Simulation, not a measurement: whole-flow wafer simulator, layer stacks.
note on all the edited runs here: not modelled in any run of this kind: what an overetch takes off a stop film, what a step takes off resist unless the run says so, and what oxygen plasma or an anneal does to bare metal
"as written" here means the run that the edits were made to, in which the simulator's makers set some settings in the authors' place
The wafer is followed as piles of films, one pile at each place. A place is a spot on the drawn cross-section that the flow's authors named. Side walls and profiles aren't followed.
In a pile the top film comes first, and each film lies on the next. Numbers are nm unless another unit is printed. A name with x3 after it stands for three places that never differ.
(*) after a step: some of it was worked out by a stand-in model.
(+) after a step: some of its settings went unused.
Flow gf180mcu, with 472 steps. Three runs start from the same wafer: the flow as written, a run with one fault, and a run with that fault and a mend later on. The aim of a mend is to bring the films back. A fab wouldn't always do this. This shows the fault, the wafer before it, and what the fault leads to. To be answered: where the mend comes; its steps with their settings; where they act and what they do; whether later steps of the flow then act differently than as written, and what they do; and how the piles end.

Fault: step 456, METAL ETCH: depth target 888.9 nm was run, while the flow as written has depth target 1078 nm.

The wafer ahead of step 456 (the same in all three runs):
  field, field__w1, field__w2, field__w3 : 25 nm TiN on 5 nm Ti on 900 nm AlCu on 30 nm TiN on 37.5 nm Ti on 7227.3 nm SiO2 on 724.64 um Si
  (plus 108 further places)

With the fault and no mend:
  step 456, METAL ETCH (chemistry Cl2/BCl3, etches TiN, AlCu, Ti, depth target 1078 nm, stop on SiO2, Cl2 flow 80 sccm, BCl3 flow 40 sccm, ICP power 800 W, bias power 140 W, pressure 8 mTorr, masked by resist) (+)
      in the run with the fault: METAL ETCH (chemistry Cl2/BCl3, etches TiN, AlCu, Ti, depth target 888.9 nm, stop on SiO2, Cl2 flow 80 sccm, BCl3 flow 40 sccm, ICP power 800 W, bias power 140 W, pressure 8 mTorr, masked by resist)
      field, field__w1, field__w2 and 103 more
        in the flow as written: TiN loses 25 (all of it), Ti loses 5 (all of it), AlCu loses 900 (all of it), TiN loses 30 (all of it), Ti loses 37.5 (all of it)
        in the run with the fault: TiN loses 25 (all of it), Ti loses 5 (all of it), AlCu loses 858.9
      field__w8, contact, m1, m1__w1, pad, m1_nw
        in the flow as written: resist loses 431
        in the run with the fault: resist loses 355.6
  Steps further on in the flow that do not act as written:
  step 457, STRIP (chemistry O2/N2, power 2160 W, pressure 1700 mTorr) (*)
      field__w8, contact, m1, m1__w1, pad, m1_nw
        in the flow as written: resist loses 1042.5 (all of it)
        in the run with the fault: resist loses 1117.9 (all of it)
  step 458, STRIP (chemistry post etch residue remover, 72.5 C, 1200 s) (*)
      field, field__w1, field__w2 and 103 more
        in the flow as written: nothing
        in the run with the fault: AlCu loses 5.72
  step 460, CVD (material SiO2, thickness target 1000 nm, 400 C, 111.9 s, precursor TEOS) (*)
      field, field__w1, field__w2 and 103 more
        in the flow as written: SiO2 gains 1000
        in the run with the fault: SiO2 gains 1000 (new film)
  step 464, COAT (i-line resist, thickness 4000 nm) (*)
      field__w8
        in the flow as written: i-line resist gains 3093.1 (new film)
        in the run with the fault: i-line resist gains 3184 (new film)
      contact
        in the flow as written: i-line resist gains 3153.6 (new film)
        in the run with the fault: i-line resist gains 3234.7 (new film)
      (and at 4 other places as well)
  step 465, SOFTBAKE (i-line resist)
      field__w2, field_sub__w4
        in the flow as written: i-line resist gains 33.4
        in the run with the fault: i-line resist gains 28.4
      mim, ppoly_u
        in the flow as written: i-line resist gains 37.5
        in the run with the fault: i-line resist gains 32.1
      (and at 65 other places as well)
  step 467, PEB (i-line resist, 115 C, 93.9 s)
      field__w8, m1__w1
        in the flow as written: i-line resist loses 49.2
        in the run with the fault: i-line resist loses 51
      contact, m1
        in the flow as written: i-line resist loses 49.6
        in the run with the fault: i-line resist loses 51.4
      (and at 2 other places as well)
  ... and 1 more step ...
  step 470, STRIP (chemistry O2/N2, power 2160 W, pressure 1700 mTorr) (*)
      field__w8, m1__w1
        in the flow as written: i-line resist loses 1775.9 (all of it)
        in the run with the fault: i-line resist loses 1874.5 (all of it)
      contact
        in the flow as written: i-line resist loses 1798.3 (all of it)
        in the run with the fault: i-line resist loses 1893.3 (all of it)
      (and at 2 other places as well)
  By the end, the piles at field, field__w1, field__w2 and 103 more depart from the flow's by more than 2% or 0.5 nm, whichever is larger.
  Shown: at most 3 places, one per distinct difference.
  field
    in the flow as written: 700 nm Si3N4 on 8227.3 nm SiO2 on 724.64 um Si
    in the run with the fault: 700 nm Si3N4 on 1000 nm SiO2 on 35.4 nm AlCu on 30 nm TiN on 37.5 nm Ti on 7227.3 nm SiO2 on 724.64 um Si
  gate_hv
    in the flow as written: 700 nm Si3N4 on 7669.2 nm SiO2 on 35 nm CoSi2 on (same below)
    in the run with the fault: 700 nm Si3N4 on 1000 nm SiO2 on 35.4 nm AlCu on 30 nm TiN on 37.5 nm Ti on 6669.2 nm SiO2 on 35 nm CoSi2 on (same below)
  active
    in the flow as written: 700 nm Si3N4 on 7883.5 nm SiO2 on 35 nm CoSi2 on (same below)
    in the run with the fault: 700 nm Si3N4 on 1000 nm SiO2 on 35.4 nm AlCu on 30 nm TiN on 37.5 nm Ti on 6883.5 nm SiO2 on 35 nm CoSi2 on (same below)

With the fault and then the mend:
  The mend follows step 456.
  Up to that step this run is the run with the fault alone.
  step 456a, METAL ETCH (chemistry Cl2/BCl3, etches TiN, AlCu, Ti, depth target 188.6 nm, stop on SiO2, Cl2 flow 80 sccm, BCl3 flow 40 sccm, ICP power 800 W, bias power 140 W, pressure 8 mTorr, masked by resist) (+) (a further turn of the flow's step 456, with different settings)
      field, field__w1, field__w2 and 103 more
        AlCu loses 41.1 (all of it), TiN loses 30 (all of it), Ti loses 37.5 (all of it)
      field__w8, contact, m1, m1__w1, pad, m1_nw
        resist loses 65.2
  Every later step of the flow that is run acts as written, at every place that is followed, to within 2% or 0.5 nm, whichever is larger.
  By the end, the piles equal the flow's at every place that both follow.
